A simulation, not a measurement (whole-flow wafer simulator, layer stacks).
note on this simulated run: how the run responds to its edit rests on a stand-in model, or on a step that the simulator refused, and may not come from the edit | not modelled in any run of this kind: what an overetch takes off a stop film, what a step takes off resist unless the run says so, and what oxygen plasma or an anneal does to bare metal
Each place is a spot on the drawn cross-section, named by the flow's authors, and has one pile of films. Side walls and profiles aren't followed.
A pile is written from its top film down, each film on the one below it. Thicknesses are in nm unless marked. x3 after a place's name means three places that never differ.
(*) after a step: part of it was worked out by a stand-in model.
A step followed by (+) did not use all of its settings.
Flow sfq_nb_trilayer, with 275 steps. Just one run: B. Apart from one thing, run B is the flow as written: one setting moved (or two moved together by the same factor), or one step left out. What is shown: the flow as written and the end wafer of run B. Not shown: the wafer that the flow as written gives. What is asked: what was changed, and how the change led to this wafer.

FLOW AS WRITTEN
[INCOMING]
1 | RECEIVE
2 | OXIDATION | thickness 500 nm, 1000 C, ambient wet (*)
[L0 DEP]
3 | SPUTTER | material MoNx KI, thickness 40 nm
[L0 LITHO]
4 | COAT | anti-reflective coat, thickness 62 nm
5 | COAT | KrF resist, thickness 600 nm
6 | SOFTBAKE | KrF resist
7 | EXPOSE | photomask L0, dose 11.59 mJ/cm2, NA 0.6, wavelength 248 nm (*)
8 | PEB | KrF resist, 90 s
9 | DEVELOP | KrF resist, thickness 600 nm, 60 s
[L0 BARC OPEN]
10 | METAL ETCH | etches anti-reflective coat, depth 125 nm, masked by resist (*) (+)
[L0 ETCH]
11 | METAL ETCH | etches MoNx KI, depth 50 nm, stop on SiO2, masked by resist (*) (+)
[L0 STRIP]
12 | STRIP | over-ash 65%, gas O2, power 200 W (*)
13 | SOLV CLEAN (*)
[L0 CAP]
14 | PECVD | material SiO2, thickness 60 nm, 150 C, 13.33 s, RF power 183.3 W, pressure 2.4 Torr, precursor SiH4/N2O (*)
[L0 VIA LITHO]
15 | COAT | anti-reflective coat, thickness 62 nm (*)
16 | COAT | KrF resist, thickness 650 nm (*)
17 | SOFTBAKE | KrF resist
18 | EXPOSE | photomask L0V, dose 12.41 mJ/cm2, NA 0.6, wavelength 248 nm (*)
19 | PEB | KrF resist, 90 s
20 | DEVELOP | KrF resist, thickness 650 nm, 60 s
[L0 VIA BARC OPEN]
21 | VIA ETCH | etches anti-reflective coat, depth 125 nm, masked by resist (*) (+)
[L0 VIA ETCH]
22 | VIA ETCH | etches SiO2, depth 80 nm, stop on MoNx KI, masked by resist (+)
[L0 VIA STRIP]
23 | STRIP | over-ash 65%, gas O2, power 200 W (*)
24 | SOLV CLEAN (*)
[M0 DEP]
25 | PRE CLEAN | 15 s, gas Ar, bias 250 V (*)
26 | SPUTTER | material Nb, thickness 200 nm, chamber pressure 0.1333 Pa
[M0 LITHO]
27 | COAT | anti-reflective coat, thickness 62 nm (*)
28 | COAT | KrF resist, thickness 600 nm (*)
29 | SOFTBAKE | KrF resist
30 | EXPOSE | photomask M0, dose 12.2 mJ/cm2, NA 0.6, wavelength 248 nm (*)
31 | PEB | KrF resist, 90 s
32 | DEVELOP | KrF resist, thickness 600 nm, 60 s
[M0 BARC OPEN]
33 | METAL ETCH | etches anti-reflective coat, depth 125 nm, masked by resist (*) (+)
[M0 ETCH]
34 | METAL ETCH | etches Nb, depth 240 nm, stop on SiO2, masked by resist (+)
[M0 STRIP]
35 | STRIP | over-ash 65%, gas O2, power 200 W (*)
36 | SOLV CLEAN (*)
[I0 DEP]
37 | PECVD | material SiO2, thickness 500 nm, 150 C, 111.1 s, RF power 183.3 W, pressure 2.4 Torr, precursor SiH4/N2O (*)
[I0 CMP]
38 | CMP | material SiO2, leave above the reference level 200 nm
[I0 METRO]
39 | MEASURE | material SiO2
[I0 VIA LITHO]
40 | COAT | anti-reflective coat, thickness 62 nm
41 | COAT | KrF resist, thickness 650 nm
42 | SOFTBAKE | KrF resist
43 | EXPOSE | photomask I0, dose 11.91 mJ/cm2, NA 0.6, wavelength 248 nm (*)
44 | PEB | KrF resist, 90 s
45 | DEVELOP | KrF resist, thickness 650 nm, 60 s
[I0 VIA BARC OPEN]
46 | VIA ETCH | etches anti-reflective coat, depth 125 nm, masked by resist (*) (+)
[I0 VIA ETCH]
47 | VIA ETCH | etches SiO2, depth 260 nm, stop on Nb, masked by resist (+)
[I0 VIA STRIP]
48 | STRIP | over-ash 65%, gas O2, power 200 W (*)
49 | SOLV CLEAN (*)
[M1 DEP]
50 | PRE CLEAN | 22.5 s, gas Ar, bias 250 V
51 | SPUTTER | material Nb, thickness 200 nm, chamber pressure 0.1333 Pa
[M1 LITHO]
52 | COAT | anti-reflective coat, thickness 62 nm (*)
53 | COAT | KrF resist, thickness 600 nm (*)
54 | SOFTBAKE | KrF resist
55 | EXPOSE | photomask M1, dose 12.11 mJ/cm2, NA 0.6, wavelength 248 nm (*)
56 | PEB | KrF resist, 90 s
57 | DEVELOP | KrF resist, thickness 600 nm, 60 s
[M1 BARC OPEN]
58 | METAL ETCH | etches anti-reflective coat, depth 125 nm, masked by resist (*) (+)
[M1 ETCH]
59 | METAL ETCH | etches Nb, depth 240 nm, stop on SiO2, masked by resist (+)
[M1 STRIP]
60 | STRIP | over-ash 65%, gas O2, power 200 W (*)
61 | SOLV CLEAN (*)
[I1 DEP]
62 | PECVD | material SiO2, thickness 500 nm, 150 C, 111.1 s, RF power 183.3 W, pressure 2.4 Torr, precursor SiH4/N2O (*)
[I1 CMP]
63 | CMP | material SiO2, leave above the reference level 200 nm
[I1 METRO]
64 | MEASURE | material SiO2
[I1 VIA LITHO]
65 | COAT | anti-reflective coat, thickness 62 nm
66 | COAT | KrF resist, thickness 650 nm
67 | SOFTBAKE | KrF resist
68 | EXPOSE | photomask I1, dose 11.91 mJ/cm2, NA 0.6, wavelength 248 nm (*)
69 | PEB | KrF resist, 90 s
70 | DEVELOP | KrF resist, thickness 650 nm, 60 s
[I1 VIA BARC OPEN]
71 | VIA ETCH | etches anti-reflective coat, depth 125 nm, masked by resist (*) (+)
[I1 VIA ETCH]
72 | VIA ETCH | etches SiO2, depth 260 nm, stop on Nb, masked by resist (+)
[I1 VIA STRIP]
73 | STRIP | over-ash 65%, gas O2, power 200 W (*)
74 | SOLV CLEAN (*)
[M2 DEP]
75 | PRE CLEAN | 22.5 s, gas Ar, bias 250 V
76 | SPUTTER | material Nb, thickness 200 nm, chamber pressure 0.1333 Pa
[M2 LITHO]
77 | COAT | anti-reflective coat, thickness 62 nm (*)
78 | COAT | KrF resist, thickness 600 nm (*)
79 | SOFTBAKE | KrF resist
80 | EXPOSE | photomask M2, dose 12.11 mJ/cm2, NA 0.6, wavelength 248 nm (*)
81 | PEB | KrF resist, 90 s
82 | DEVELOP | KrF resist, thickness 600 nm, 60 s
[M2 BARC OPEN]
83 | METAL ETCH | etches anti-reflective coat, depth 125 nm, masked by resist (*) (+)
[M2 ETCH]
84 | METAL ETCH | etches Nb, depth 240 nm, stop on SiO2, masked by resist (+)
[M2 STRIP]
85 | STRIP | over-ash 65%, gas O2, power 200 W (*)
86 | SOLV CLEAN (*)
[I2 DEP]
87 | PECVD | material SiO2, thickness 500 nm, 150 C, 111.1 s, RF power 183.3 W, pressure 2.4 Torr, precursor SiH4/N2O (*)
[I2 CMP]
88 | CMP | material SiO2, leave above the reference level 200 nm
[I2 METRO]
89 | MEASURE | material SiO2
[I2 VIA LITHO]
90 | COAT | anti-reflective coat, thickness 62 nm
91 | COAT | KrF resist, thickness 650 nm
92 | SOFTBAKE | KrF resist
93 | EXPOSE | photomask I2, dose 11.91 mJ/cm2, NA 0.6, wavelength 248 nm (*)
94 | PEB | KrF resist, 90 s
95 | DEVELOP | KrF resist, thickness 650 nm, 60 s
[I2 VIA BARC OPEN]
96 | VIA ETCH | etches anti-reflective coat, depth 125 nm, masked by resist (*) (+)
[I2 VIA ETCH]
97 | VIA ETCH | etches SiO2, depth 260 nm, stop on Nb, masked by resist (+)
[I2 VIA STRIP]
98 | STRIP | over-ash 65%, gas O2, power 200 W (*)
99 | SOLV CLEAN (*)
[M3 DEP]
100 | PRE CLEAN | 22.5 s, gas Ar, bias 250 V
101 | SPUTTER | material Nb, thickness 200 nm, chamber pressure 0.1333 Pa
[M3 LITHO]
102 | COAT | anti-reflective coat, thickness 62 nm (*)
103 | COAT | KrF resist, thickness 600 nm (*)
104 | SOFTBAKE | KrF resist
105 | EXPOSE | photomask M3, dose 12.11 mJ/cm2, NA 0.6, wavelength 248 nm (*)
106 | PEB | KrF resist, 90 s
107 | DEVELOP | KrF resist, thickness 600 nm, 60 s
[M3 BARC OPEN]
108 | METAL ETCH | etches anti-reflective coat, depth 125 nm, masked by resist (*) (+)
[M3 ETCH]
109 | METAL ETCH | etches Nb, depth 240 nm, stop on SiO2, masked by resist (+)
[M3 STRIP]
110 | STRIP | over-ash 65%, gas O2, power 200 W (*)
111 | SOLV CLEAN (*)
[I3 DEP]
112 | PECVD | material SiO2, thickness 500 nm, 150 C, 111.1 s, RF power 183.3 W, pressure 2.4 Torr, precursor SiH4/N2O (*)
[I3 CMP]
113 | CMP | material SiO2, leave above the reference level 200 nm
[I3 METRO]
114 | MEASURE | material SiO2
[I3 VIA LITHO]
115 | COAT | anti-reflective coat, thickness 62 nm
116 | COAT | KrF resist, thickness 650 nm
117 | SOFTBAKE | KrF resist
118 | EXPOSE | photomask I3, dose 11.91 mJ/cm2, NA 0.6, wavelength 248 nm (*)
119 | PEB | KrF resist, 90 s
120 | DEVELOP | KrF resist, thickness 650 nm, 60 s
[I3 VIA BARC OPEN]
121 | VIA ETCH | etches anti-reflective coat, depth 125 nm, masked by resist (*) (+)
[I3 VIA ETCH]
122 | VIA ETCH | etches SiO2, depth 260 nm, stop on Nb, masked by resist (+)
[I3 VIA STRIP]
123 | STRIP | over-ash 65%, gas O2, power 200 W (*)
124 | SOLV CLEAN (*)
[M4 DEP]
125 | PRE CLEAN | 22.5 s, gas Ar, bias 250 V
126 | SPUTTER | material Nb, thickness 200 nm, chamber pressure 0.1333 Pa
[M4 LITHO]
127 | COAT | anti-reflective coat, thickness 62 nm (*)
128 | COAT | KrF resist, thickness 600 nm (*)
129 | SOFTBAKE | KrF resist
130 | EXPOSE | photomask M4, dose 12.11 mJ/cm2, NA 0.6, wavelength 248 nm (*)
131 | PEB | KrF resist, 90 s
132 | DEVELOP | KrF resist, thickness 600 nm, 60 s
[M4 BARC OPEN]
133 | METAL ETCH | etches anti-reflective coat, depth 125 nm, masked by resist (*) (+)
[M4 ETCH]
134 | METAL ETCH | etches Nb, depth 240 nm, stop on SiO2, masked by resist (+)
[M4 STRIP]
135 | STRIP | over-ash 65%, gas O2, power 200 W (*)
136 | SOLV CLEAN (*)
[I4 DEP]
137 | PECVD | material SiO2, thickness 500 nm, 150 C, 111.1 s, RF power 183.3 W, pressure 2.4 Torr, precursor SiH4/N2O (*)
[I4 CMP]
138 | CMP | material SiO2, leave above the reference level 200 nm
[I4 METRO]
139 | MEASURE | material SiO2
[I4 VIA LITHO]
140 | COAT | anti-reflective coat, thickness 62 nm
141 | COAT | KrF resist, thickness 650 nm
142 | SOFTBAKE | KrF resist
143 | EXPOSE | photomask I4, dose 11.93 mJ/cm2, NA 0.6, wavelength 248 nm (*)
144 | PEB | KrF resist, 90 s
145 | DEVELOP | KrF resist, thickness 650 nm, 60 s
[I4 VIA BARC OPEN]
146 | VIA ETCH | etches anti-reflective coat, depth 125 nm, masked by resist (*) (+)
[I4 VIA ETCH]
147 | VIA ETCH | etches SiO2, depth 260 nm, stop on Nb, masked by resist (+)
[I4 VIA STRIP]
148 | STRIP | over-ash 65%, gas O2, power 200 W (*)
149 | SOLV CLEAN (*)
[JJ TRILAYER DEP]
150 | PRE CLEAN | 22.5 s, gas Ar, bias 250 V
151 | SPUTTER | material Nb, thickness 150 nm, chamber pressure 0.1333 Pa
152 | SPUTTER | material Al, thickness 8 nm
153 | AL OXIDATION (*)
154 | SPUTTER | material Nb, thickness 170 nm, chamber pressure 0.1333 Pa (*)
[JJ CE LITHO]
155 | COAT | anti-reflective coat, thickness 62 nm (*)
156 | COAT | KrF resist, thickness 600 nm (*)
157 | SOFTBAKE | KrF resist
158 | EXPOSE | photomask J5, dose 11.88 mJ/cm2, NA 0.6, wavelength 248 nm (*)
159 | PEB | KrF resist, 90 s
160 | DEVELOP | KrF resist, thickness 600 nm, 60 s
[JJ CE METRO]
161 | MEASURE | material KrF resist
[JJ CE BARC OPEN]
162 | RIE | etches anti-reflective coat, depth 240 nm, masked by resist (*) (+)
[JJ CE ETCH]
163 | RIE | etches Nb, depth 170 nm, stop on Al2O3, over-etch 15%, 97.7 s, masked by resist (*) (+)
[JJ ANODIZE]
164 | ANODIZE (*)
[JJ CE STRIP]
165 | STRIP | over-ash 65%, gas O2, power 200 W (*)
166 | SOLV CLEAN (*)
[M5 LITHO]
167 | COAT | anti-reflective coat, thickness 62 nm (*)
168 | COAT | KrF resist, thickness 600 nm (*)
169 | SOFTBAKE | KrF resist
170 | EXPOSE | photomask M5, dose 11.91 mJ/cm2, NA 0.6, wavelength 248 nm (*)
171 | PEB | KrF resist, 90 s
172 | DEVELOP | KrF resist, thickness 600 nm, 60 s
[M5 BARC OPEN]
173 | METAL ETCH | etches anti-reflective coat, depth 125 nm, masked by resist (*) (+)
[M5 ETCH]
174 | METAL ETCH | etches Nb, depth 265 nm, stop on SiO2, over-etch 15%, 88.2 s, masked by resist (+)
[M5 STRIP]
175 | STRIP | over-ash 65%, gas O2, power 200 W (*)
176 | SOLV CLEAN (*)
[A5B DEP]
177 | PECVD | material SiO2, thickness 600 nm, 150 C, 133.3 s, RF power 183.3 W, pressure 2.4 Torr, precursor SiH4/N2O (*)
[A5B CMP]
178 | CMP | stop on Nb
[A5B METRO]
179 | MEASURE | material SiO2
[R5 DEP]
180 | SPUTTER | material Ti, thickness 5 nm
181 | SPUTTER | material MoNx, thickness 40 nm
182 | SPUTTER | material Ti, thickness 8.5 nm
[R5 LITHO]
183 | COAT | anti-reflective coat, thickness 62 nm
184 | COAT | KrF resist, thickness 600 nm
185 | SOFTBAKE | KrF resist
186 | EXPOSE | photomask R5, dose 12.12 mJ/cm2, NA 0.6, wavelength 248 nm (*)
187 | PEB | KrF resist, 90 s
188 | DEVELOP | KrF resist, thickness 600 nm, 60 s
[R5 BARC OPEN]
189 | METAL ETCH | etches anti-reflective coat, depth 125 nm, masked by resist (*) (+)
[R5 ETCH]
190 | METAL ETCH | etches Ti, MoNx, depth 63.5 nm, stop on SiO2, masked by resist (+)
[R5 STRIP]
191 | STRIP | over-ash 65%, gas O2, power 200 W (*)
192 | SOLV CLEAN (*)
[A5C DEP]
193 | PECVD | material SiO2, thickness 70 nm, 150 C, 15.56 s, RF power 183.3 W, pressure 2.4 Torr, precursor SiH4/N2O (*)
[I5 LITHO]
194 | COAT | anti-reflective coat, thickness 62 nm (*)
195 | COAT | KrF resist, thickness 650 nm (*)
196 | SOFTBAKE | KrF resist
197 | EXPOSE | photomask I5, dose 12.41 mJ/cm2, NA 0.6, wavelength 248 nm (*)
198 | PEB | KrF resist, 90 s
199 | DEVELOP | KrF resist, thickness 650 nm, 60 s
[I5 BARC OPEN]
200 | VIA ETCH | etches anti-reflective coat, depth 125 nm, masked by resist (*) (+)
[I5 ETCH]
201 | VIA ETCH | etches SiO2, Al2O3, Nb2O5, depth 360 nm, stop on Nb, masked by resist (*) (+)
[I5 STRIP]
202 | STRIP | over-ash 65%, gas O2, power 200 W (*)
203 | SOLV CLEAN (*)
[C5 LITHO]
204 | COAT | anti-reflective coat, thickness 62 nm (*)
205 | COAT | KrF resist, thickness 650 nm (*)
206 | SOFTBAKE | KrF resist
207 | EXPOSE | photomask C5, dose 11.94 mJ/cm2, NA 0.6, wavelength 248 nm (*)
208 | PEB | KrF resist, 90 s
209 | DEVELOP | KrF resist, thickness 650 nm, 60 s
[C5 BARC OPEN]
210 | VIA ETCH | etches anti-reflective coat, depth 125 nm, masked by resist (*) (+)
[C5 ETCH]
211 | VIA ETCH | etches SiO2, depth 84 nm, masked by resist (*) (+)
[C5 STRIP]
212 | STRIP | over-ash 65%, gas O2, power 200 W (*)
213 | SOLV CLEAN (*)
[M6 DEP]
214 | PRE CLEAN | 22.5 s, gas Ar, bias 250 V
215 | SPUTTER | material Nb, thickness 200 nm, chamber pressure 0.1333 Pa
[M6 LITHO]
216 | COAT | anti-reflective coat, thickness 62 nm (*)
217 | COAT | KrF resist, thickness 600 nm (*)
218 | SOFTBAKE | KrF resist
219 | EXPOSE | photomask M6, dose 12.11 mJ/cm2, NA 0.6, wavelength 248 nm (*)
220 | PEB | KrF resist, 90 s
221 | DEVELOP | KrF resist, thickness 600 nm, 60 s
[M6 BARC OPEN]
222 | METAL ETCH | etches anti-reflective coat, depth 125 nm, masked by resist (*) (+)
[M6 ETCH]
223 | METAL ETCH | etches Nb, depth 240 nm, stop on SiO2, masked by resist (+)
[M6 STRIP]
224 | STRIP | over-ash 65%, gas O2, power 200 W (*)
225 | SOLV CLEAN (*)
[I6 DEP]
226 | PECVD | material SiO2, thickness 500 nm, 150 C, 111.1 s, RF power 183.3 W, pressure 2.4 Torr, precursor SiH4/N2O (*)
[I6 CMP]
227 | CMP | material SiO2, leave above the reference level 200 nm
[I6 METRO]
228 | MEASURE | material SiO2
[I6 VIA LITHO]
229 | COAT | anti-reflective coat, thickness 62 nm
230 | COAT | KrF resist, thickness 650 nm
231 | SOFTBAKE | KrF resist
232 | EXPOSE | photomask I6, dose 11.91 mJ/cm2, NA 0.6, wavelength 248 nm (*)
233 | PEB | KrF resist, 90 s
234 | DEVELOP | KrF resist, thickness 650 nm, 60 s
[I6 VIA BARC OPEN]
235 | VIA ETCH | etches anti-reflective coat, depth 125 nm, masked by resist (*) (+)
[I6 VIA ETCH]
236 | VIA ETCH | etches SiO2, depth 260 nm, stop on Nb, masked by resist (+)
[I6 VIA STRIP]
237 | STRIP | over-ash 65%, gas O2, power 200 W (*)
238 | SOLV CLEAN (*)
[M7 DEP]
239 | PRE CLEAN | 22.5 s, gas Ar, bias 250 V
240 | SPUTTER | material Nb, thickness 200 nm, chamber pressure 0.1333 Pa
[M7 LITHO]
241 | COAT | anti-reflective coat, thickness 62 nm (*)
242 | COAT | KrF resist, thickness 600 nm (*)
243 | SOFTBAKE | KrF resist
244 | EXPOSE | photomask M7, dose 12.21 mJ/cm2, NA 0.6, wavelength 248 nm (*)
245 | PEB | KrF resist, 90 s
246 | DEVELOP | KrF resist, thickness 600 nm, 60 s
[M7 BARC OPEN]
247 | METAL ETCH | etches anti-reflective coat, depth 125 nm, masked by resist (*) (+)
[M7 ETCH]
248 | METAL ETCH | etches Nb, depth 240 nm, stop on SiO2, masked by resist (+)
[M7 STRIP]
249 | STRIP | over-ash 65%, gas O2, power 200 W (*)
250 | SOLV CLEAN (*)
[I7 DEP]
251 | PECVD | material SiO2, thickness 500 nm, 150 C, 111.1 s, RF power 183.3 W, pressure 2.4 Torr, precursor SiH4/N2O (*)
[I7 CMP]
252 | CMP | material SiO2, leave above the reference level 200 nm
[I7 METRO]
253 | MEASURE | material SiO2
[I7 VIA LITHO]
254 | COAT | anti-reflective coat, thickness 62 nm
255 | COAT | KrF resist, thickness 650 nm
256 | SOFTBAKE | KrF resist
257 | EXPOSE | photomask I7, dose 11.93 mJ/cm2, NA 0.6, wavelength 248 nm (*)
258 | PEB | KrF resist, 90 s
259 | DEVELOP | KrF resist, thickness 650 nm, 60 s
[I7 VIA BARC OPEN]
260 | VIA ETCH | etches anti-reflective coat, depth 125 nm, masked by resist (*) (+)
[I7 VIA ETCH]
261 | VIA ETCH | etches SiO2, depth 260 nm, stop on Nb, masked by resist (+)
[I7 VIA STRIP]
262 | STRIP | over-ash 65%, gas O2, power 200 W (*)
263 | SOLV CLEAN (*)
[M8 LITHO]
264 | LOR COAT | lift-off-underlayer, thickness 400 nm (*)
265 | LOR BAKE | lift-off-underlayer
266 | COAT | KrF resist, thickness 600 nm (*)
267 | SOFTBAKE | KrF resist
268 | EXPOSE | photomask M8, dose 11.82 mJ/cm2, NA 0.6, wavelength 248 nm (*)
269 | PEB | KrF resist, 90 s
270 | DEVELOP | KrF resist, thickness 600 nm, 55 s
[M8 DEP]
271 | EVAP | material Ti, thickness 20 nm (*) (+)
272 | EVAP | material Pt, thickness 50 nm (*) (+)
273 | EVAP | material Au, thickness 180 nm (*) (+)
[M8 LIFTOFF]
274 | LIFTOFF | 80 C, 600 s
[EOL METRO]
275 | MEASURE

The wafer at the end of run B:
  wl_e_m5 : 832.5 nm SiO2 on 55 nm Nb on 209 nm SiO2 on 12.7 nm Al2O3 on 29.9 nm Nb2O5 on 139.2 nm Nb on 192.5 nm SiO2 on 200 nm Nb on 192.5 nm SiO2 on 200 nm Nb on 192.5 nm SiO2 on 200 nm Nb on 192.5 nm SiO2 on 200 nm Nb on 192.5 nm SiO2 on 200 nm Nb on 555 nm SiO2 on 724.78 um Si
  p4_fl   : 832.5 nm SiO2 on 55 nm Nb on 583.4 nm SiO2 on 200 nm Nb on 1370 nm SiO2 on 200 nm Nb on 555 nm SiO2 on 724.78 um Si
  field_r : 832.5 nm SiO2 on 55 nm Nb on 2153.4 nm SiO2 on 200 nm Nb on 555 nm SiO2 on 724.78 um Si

Cause: step 215, SPUTTER: thickness 295 nm was run, whereas the flow has thickness 200 nm.

The path from the change to this, step by step:
  215 | SPUTTER | material Nb, thickness 200 nm, chamber pressure 0.1333 Pa
      field_l, v_sur, via_wl and 100 more: +295 Nb (new film) (it would be, as written: +200 Nb (new film))
      be: +215.8 Nb (it would be, as written: +147.3 Nb)
      (as well as at 2 more places)
  216 | COAT | anti-reflective coat, thickness 62 nm (*)
      be: +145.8 anti-reflective coat (new film) (it would be, as written: +136.7 anti-reflective coat (new film))
      c5j: +113.4 anti-reflective coat (new film) (it would be, as written: +110.7 anti-reflective coat (new film))
  223 | METAL ETCH | etches Nb, depth 240 nm, stop on SiO2, masked by resist (+)
      field_l, gap, moat and 76 more: -240 Nb (it would be, as written: -200 Nb (all of it))
  224 | STRIP | over-ash 65%, gas O2, power 200 W (*)
      be: -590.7 KrF resist (all of it), -145.8 anti-reflective coat (all of it) (it would be, as written: -575.8 KrF resist (all of it), -136.7 anti-reflective coat (all of it))
      c5j: -417.1 KrF resist (all of it), -113.4 anti-reflective coat (all of it) (it would be, as written: -418.3 KrF resist (all of it), -110.7 anti-reflective coat (all of it))
  226 | PECVD | material SiO2, thickness 500 nm, 150 C, 111.1 s, RF power 183.3 W, pressure 2.4 Torr, precursor SiH4/N2O (*)
      field_l, p4_fl, p4_fm and 62 more: +500 SiO2 (new film) (it would be, as written: +500 SiO2)
      moat, field_r, lsp_l, ln_m5, lsp_m: +492.3 SiO2 (new film) (it would be, as written: +493.6 SiO2)
      (as well as at 10 more places)
  227 | CMP | material SiO2, leave above the reference level 200 nm
      field_l, p4_fl, p4_fm and 59 more: -60 SiO2 (it would be, as written: -100 SiO2)
      moat, field_r, lsp_l, ln_m5, lsp_m: -52.3 SiO2 (it would be, as written: -93.6 SiO2)
      (as well as at 9 more places)
If metal films that touch count as one body, wl_e_m5 has 7 bodies (between them, from the top down: SiO2 209 / Al2O3 12.7 / Nb2O5 29.9; SiO2 192.5; SiO2 192.5; SiO2 192.5; SiO2 192.5; SiO2 192.5); the flow as written gives 6 bodies (between them, from the top down: SiO2 192.5; SiO2 192.5; SiO2 192.5; SiO2 192.5; SiO2 192.5).
If metal films that touch count as one body, p4_fl has 3 bodies (between them, from the top down: SiO2 583.4; SiO2 1370); the flow as written gives 2 bodies (between them, from the top down: SiO2 1370).
If metal films that touch count as one body, field_r has 2 bodies (between them, from the top down: SiO2 2153.4); the flow as written gives 1 body.
